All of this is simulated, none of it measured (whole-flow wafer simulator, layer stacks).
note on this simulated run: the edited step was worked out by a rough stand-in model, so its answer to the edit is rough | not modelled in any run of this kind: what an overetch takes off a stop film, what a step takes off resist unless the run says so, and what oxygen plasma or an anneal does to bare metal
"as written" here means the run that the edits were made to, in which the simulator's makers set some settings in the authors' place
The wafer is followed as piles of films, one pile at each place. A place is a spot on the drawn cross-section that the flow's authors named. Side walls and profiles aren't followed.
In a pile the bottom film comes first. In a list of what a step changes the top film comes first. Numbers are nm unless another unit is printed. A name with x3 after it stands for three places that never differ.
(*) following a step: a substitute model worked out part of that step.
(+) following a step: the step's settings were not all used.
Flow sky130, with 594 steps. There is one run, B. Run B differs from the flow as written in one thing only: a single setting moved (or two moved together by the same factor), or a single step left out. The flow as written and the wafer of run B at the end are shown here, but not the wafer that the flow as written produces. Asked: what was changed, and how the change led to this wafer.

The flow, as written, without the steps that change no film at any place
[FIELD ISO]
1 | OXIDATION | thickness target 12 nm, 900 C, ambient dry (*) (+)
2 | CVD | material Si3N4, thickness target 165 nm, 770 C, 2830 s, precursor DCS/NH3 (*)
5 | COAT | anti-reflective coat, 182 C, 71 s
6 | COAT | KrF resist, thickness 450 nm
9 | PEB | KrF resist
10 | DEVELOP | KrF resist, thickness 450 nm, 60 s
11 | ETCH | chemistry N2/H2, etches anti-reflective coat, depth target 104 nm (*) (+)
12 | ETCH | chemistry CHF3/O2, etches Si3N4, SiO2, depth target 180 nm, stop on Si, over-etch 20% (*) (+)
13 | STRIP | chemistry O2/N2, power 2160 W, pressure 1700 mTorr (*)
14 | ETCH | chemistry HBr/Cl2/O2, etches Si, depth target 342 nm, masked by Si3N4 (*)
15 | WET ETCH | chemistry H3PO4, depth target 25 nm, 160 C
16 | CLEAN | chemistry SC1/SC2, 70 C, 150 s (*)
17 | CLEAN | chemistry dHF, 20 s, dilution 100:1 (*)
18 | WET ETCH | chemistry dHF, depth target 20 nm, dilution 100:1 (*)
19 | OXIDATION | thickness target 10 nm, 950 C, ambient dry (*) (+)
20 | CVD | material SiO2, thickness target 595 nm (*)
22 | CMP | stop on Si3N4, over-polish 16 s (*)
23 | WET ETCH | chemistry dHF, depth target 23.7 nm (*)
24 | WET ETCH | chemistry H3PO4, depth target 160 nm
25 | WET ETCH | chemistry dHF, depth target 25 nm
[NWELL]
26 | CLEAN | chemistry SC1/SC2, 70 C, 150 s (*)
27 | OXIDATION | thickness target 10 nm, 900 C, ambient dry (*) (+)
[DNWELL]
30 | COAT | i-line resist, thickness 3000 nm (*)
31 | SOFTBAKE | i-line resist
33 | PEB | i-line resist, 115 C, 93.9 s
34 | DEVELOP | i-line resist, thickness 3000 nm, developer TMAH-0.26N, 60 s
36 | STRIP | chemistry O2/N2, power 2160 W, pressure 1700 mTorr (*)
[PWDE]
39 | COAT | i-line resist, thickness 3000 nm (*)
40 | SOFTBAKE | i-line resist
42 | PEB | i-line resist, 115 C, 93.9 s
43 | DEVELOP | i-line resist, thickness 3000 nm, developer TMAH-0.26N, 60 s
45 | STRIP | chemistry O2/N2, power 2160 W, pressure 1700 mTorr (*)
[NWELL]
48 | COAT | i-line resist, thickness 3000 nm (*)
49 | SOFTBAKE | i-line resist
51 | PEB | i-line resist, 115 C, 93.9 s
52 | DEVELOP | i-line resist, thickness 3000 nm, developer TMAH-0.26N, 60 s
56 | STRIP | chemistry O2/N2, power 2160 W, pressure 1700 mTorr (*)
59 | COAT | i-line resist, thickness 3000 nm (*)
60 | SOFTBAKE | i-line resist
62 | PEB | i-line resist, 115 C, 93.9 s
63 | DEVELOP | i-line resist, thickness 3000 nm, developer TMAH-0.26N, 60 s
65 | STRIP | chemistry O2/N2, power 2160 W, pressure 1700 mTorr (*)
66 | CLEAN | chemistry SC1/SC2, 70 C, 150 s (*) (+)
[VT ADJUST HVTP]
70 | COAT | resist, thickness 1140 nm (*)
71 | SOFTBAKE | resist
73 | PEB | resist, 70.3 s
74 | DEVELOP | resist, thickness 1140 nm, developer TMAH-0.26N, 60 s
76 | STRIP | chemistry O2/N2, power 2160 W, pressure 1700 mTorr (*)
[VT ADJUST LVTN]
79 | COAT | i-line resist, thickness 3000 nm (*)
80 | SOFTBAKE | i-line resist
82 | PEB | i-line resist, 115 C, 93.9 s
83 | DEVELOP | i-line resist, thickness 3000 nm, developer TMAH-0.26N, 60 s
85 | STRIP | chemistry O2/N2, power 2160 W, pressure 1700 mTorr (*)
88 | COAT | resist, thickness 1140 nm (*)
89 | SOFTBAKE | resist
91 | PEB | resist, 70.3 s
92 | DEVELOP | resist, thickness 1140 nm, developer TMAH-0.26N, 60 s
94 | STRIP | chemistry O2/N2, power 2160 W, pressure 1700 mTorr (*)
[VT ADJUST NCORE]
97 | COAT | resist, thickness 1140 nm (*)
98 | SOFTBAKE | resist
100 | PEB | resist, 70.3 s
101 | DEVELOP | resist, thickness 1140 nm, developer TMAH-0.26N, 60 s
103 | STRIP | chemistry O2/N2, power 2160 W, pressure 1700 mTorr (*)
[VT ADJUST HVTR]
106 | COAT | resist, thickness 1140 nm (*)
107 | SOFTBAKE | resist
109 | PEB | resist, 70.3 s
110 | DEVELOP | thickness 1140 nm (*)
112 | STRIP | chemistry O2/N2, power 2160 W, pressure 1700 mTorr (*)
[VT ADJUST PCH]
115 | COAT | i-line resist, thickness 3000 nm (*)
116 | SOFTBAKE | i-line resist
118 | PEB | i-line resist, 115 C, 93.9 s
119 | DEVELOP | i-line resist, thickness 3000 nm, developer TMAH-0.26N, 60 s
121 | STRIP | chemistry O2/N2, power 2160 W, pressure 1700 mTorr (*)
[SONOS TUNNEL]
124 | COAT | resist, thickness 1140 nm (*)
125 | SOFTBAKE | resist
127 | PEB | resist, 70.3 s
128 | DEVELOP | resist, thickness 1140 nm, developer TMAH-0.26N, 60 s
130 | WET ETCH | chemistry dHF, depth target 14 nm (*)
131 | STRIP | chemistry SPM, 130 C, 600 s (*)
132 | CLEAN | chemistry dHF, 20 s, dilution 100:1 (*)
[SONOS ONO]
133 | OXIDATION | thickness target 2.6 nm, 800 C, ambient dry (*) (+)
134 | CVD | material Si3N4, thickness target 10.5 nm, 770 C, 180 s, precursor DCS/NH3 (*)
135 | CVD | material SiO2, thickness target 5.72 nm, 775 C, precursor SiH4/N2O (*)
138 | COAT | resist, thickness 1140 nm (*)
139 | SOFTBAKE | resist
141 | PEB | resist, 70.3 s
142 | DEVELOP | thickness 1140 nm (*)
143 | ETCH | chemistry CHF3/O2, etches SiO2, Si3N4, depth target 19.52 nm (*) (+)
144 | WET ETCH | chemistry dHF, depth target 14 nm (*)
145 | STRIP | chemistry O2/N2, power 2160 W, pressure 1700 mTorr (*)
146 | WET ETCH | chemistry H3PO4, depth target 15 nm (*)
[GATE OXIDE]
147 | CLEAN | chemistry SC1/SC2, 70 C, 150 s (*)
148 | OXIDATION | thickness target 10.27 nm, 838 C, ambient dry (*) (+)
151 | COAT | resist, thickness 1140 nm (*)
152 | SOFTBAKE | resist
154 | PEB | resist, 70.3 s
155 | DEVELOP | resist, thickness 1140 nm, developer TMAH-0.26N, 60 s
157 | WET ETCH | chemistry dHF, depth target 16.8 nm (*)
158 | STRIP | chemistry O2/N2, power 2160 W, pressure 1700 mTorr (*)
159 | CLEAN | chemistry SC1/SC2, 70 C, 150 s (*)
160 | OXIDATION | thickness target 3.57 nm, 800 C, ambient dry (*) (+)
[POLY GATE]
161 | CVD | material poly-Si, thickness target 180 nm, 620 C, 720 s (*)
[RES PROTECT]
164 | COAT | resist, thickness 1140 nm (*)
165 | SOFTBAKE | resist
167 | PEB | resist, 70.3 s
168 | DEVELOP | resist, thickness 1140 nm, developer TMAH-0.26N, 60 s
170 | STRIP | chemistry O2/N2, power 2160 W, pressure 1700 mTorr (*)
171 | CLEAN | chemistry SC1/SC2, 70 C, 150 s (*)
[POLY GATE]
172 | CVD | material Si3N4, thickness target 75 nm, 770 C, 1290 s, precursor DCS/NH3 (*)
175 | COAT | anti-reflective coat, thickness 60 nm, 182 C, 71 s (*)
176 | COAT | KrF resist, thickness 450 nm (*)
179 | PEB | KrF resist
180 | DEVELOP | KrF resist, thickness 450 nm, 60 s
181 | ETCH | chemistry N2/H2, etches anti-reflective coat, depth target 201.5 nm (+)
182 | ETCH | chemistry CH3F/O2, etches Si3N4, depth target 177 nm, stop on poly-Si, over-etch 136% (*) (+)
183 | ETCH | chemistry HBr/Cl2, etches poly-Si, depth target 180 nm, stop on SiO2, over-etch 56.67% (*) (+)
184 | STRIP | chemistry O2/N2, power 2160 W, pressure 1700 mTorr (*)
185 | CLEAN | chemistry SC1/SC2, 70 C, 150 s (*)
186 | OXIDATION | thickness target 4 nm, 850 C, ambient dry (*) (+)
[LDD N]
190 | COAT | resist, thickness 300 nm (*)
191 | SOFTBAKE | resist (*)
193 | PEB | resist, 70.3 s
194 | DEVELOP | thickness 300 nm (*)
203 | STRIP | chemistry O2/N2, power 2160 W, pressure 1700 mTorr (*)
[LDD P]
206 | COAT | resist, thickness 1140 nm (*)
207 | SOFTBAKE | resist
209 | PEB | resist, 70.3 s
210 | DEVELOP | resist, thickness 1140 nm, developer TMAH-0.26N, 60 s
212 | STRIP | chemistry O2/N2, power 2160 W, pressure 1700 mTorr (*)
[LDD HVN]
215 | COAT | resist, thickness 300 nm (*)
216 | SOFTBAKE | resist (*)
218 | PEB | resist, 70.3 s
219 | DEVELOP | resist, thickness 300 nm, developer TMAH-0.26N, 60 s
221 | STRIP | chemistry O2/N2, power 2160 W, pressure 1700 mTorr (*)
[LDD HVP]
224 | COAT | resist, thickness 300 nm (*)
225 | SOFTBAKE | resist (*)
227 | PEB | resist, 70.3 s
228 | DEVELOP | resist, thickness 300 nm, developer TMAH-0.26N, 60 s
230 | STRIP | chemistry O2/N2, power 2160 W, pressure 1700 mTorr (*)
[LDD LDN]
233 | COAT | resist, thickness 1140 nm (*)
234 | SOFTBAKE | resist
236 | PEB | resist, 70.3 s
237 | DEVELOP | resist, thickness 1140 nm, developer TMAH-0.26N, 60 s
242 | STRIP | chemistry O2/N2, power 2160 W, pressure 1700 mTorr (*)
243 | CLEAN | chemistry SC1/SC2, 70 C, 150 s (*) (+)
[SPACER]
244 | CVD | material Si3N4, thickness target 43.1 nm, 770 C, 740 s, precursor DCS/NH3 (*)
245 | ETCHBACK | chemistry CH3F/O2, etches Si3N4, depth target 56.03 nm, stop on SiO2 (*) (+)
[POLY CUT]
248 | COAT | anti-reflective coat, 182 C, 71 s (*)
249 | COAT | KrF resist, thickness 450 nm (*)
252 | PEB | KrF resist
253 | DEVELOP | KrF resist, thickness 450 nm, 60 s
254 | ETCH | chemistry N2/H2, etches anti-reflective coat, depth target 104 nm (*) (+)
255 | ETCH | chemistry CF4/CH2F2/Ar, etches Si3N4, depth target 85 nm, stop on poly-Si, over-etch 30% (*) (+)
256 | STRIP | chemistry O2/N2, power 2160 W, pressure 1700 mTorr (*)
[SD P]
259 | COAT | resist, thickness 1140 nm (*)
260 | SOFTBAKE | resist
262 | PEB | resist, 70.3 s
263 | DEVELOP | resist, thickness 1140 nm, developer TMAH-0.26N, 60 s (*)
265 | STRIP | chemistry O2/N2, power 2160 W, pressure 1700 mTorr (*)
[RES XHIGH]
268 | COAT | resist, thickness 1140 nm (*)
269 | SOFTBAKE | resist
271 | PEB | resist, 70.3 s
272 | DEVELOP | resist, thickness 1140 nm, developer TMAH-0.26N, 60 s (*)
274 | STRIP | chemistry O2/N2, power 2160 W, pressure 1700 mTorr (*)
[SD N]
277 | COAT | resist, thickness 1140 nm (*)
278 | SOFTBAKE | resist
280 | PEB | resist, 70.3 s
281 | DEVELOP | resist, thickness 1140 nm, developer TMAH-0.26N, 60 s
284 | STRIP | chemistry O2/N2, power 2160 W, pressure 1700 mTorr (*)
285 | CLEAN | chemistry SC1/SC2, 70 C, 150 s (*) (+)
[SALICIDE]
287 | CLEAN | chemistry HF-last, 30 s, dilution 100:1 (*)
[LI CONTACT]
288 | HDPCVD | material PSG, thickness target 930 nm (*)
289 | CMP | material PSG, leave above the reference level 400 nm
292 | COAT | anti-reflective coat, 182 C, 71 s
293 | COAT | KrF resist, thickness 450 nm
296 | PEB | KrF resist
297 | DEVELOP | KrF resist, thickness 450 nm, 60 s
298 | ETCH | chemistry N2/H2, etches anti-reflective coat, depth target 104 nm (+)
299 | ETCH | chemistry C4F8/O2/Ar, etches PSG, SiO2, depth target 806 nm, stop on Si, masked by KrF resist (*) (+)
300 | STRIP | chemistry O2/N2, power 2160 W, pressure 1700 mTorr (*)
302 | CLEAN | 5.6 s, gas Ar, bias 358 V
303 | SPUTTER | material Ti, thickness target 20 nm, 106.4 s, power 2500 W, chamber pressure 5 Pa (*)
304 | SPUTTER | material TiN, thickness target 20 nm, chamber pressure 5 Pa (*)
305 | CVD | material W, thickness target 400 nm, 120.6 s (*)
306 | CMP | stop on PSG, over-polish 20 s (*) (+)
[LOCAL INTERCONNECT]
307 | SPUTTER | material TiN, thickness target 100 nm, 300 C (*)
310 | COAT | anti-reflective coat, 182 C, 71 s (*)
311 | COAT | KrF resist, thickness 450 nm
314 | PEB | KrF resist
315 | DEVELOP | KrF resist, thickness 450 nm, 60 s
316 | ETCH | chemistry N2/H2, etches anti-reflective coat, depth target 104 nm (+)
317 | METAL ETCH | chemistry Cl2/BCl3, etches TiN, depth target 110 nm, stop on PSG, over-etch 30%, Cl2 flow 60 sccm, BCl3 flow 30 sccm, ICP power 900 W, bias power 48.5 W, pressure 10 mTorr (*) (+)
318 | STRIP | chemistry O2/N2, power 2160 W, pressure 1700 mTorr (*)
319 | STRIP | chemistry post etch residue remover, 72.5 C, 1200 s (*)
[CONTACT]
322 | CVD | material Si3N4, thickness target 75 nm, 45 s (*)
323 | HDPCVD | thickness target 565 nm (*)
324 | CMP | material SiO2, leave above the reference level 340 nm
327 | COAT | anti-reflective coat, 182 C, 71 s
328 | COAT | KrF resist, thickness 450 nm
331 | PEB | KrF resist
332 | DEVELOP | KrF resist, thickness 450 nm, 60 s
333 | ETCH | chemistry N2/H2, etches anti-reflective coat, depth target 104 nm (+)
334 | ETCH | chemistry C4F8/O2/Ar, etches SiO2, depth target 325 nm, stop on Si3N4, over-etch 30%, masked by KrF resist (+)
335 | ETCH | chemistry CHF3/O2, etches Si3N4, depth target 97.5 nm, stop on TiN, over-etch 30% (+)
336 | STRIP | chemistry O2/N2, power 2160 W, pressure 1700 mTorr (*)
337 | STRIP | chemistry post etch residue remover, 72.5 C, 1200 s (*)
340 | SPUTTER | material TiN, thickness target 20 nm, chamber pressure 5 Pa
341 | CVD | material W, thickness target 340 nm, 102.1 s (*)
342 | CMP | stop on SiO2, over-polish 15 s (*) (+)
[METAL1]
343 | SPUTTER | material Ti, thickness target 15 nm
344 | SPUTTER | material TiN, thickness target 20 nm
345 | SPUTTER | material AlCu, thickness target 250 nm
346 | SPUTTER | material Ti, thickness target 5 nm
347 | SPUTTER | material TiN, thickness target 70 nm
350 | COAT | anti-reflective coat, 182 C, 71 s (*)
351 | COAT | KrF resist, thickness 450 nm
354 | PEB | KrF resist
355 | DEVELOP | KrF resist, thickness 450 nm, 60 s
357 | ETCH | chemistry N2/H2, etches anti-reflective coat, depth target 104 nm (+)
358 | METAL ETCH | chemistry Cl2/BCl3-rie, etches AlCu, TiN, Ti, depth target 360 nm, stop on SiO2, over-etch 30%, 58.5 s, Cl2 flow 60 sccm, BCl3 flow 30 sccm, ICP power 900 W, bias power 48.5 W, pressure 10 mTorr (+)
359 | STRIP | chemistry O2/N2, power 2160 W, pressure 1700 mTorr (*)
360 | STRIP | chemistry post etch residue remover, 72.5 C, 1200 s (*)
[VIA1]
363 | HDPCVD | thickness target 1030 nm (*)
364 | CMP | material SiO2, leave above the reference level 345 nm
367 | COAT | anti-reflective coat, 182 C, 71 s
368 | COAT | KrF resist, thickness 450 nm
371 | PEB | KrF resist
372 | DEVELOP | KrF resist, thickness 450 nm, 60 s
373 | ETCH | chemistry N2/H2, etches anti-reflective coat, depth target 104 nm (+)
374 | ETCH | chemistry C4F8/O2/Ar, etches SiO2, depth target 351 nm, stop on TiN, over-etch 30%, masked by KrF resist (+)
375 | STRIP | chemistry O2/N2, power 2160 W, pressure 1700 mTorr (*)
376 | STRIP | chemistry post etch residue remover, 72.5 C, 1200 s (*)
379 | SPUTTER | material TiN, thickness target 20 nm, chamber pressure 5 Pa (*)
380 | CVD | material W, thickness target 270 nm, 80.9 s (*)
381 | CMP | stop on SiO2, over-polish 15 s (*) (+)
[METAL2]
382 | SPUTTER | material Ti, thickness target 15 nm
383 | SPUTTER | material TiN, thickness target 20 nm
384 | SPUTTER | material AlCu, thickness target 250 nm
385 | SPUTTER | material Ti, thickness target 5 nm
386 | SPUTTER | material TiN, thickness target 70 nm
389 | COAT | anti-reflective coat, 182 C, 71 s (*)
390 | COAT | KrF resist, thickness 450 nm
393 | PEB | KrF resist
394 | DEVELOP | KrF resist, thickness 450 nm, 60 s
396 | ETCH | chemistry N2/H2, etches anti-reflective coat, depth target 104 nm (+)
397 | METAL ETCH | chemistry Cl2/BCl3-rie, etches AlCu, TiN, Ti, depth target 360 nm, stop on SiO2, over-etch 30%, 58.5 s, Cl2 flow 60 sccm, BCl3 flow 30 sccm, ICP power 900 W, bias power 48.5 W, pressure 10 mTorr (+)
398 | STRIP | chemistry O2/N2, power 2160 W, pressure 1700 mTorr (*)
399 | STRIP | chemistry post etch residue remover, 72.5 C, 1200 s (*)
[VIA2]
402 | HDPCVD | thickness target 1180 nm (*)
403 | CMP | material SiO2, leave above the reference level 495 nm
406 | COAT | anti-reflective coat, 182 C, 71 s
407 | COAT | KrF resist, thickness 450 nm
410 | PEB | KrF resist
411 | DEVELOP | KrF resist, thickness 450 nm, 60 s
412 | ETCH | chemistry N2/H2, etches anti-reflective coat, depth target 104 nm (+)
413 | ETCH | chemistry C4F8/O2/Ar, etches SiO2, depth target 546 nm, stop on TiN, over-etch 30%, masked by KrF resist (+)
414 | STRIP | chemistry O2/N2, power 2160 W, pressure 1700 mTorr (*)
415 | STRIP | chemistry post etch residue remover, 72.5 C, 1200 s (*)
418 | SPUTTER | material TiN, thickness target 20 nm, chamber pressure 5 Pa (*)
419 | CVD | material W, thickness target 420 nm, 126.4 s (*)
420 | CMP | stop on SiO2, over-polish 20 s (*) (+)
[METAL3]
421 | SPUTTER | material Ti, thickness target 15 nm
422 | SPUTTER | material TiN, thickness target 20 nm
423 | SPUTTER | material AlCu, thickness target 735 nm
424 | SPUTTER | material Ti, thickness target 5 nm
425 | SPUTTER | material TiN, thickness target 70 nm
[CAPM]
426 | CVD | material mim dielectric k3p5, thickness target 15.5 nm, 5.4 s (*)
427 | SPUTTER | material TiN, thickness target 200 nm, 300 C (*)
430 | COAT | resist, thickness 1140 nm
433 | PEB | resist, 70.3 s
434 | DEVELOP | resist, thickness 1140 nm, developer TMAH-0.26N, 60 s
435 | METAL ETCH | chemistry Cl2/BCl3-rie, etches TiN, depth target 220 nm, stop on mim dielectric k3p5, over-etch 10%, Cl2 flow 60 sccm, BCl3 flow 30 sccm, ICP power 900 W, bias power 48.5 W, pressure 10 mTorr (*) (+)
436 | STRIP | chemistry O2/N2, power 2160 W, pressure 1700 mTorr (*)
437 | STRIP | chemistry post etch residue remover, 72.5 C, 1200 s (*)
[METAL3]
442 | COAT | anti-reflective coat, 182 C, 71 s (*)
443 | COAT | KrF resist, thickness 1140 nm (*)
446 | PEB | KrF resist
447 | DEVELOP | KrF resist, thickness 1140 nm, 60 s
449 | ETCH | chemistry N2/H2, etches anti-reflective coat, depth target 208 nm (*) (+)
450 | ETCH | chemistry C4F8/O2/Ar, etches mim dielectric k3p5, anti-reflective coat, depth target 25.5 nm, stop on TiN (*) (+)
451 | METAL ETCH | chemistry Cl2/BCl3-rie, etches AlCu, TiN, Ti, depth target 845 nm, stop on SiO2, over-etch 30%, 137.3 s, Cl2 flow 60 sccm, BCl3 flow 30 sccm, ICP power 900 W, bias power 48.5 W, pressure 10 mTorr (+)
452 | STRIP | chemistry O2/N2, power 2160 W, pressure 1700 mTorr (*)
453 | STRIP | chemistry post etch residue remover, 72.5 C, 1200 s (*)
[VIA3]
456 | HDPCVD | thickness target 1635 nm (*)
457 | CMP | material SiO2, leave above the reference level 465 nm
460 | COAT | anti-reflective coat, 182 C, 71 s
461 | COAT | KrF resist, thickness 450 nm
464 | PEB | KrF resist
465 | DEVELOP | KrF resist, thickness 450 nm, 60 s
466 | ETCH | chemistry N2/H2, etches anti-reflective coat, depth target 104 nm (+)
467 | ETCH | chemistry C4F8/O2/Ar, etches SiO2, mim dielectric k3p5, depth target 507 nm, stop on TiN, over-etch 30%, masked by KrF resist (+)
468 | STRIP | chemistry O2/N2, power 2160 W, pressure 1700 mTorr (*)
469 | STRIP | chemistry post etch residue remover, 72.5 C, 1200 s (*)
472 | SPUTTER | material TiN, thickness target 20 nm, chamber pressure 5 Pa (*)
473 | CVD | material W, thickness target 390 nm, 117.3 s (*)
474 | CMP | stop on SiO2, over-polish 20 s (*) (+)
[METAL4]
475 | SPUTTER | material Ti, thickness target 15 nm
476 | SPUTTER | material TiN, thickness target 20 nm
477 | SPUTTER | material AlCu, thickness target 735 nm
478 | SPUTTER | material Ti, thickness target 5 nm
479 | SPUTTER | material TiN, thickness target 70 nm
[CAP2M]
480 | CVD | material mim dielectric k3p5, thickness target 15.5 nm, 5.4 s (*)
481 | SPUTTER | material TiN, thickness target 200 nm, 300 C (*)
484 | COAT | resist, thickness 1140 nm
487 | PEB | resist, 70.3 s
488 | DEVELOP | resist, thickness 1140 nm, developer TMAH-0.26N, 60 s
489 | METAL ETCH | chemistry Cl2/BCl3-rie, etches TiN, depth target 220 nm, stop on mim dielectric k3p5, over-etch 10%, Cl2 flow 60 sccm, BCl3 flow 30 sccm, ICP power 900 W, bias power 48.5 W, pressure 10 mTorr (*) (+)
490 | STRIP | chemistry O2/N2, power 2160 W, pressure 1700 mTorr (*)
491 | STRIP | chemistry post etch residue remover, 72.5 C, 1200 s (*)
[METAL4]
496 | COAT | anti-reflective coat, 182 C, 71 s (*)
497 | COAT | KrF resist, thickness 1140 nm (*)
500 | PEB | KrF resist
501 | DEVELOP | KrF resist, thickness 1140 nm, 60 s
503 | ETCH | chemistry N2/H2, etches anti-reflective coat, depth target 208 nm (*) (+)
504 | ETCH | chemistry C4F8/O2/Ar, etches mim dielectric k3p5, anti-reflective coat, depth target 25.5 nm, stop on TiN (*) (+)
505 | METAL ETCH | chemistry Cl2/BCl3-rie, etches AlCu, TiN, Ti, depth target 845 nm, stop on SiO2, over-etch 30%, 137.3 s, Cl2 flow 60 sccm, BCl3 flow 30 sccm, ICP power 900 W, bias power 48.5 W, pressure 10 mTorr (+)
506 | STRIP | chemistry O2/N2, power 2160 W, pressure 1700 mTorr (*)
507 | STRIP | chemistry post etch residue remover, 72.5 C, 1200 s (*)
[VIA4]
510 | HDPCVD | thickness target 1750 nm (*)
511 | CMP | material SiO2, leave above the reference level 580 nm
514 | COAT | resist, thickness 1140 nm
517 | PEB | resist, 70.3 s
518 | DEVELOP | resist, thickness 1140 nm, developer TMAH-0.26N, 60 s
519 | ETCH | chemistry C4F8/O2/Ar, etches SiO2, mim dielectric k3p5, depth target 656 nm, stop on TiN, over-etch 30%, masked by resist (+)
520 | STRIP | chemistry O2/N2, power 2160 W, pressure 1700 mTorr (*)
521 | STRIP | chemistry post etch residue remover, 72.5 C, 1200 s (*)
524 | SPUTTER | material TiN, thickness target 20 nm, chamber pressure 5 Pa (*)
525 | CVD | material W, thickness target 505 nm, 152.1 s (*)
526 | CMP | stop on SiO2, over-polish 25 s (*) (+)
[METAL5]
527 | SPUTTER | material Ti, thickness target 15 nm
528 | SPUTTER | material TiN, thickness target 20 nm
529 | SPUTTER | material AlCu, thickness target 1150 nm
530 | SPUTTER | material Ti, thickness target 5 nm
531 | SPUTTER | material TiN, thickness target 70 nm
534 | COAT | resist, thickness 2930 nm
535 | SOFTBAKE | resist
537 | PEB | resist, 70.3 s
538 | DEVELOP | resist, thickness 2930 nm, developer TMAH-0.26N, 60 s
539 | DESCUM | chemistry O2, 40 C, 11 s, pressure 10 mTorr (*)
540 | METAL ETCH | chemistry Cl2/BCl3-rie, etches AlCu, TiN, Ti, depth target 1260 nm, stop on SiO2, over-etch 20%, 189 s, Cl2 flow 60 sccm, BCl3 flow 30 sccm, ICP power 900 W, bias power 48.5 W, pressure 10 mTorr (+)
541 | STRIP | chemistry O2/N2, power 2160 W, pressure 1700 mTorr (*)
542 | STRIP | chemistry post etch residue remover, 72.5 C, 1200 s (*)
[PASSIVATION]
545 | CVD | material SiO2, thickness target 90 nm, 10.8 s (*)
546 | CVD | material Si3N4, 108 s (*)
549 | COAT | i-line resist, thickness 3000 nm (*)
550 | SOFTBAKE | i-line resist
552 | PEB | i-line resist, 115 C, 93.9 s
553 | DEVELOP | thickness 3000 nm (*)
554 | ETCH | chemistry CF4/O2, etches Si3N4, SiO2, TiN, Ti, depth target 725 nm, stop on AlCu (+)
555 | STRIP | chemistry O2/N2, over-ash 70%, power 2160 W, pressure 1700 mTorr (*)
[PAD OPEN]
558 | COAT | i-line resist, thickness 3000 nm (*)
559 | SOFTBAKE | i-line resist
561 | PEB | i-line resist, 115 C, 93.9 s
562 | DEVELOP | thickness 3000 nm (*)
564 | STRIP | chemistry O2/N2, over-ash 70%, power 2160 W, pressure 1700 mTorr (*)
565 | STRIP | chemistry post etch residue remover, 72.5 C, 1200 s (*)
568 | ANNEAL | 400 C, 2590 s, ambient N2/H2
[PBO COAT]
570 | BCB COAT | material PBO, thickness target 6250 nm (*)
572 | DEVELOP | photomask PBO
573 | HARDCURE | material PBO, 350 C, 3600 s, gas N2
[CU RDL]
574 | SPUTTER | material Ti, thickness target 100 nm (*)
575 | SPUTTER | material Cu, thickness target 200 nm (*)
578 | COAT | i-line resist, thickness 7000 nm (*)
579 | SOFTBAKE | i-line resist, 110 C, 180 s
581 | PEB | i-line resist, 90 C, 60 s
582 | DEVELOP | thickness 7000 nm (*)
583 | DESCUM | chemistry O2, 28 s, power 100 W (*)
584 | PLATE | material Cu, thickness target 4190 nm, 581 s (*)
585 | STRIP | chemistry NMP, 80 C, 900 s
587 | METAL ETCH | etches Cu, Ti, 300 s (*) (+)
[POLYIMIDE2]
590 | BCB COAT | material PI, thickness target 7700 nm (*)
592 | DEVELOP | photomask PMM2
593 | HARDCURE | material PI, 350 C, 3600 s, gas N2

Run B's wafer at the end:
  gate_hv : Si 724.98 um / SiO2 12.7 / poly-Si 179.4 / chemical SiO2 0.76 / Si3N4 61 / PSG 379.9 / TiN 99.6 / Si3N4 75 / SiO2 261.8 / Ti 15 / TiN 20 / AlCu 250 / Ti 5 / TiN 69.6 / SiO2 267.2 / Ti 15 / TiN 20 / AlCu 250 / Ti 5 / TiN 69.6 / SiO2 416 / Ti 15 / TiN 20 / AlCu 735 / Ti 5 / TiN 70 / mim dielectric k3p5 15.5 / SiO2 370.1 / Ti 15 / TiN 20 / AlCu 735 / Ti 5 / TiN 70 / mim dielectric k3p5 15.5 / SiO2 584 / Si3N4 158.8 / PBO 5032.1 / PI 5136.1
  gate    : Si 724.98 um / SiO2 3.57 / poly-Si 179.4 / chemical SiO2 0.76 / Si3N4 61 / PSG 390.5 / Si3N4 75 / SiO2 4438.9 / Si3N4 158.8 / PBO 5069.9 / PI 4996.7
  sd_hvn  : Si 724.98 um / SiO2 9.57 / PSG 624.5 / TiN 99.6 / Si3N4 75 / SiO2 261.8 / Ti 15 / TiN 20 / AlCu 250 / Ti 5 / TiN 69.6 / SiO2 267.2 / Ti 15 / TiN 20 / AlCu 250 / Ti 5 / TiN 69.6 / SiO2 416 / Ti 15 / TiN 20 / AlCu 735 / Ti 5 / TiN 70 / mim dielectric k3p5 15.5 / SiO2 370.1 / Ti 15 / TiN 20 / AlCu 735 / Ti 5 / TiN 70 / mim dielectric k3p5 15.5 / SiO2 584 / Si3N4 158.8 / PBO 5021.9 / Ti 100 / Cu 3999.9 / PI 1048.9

The reason: step 148, OXIDATION: thickness target 12.22 nm was run, though the flow has thickness target 10.27 nm.

Step by step, how the change led to this:
  148 | OXIDATION | thickness target 10.27 nm, 838 C, ambient dry (*) (+)
      active, n_well, p_well and 98 more: SiO2 gains 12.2 (new film), chemical SiO2 loses 0.76 (all of it), Si loses 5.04 (it would be, as written: SiO2 gains 10.3 (new film), chemical SiO2 loses 0.76 (all of it), Si loses 4.18)
  157 | WET ETCH | chemistry dHF, depth target 16.8 nm (*)
      active, n_well, p_well and 58 more: SiO2 loses 12.2 (all of it) (it would be, as written: SiO2 loses 10.3 (all of it))
  248 | COAT | anti-reflective coat, 182 C, 71 s (*)
      m1: anti-reflective coat gains 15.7 (new film) (it would be, as written: anti-reflective coat gains 16.3 (new film))
      gate_p_hv: anti-reflective coat gains 15.2 (new film) (it would be, as written: anti-reflective coat gains 15.8 (new film))
  256 | STRIP | chemistry O2/N2, power 2160 W, pressure 1700 mTorr (*)
      m1: KrF resist loses 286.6 (all of it), anti-reflective coat loses 15.7 (all of it) (it would be, as written: KrF resist loses 287.2 (all of it), anti-reflective coat loses 16.3 (all of it))
      gate_p_hv: KrF resist loses 328.6 (all of it), anti-reflective coat loses 15.2 (all of it) (it would be, as written: KrF resist loses 328.9 (all of it), anti-reflective coat loses 15.8 (all of it))
  306 | CMP | stop on PSG, over-polish 20 s (*) (+)
      poly_licon: W loses 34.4 (it would be, as written: W loses 33.3)
